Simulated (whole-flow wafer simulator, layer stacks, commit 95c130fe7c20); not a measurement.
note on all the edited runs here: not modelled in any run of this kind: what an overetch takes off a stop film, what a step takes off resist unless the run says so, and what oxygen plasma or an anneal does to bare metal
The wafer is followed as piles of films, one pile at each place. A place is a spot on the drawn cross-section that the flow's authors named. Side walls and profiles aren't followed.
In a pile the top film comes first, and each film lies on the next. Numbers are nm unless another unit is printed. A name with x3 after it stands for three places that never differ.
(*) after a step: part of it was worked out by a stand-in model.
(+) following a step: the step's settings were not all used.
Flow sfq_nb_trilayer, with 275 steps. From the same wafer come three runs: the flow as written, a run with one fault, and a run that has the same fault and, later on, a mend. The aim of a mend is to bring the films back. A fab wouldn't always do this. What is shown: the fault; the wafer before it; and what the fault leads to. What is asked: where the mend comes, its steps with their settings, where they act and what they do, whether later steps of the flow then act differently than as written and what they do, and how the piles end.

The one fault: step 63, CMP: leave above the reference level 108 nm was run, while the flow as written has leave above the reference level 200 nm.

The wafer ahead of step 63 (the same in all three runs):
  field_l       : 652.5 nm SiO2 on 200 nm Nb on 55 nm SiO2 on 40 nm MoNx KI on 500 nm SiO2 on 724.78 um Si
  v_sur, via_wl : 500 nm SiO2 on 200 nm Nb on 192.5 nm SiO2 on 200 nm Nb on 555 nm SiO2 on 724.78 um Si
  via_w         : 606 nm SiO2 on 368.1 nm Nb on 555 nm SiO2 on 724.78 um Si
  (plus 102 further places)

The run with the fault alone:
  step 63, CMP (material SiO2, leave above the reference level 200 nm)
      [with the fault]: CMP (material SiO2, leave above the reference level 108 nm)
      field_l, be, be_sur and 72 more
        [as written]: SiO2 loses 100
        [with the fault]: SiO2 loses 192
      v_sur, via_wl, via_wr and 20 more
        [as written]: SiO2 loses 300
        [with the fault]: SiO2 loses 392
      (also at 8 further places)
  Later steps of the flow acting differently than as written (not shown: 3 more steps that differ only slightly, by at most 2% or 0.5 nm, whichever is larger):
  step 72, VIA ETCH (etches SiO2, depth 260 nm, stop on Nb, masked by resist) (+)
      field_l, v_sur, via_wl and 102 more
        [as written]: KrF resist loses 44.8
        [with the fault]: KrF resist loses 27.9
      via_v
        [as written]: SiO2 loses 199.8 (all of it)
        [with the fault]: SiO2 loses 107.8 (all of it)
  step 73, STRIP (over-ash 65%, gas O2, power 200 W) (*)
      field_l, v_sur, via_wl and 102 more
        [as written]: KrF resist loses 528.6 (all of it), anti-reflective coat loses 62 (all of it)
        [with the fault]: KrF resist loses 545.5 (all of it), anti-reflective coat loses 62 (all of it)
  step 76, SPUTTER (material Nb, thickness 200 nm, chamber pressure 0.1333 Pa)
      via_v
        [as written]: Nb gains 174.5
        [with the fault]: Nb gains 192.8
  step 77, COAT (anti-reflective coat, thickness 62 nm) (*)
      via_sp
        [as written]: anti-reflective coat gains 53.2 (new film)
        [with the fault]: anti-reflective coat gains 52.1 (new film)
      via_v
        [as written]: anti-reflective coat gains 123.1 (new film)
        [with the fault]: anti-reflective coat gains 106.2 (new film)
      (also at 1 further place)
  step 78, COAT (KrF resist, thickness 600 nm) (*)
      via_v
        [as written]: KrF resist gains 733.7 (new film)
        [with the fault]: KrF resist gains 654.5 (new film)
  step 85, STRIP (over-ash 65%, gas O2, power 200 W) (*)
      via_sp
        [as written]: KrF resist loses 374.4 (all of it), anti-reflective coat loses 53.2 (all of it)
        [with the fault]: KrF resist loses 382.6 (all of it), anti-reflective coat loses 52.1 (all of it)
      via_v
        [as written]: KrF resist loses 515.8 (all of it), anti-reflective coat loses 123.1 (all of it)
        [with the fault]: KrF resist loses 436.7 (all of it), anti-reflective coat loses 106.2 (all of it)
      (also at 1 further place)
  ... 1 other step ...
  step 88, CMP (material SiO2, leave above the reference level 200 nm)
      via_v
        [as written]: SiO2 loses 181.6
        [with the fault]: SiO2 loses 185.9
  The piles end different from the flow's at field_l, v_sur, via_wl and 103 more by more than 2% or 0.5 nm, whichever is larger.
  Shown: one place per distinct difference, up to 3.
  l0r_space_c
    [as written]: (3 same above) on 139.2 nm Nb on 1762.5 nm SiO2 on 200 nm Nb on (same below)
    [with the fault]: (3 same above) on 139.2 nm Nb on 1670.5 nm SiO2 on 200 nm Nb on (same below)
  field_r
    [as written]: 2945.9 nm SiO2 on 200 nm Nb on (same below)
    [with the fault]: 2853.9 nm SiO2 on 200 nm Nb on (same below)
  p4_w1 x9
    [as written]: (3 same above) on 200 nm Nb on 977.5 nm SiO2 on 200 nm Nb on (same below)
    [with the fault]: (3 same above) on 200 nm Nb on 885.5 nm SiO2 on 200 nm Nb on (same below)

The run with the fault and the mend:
  The mend follows step 70.
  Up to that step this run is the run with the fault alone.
  step 70a, STRIP (over-ash 65%, gas O2, power 200 W) (*)
      field_l, v_sur, via_wl and 102 more
        KrF resist loses 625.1 (all of it), anti-reflective coat loses 62 (all of it)
      via_v
        anti-reflective coat loses 62 (all of it)
  step 70b, PECVD (material SiO2, thickness 92 nm, 150 C, 20.44 s, RF power 183.3 W, pressure 2.4 Torr, precursor SiH4/N2O) (a further turn of the flow's step 62, with different settings)
      field_l, v_sur, via_wl and 103 more
        SiO2 gains 92
  step 70c, COAT (anti-reflective coat, thickness 62 nm) (a further turn of the flow's step 65)
      field_l, v_sur, via_wl and 103 more
        anti-reflective coat gains 62 (new film)
  step 70d, COAT (KrF resist, thickness 650 nm) (a further turn of the flow's step 66)
      field_l, v_sur, via_wl and 103 more
        KrF resist gains 650 (new film)
  step 70e, SOFTBAKE (KrF resist) (a further turn of the flow's step 67)
      does not change any film at any place that is followed
  step 70f, EXPOSE (photomask I1, dose 11.91 mJ/cm2, NA 0.6, wavelength 248 nm) (*) (a further turn of the flow's step 68)
      does not change any film at any place that is followed
  step 70g, PEB (KrF resist, 90 s) (a further turn of the flow's step 69)
      field_l, v_sur, via_wl and 103 more
        KrF resist loses 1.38
  step 70h, DEVELOP (KrF resist, thickness 650 nm, 60 s) (a further turn of the flow's step 70)
      field_l, v_sur, via_wl and 102 more
        KrF resist loses 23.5
      via_v
        KrF resist loses 648.6 (all of it)
  None of the later steps of the flow acts differently than as written at any place that is followed.
  By the end, the piles equal the flow's at every place that both follow.
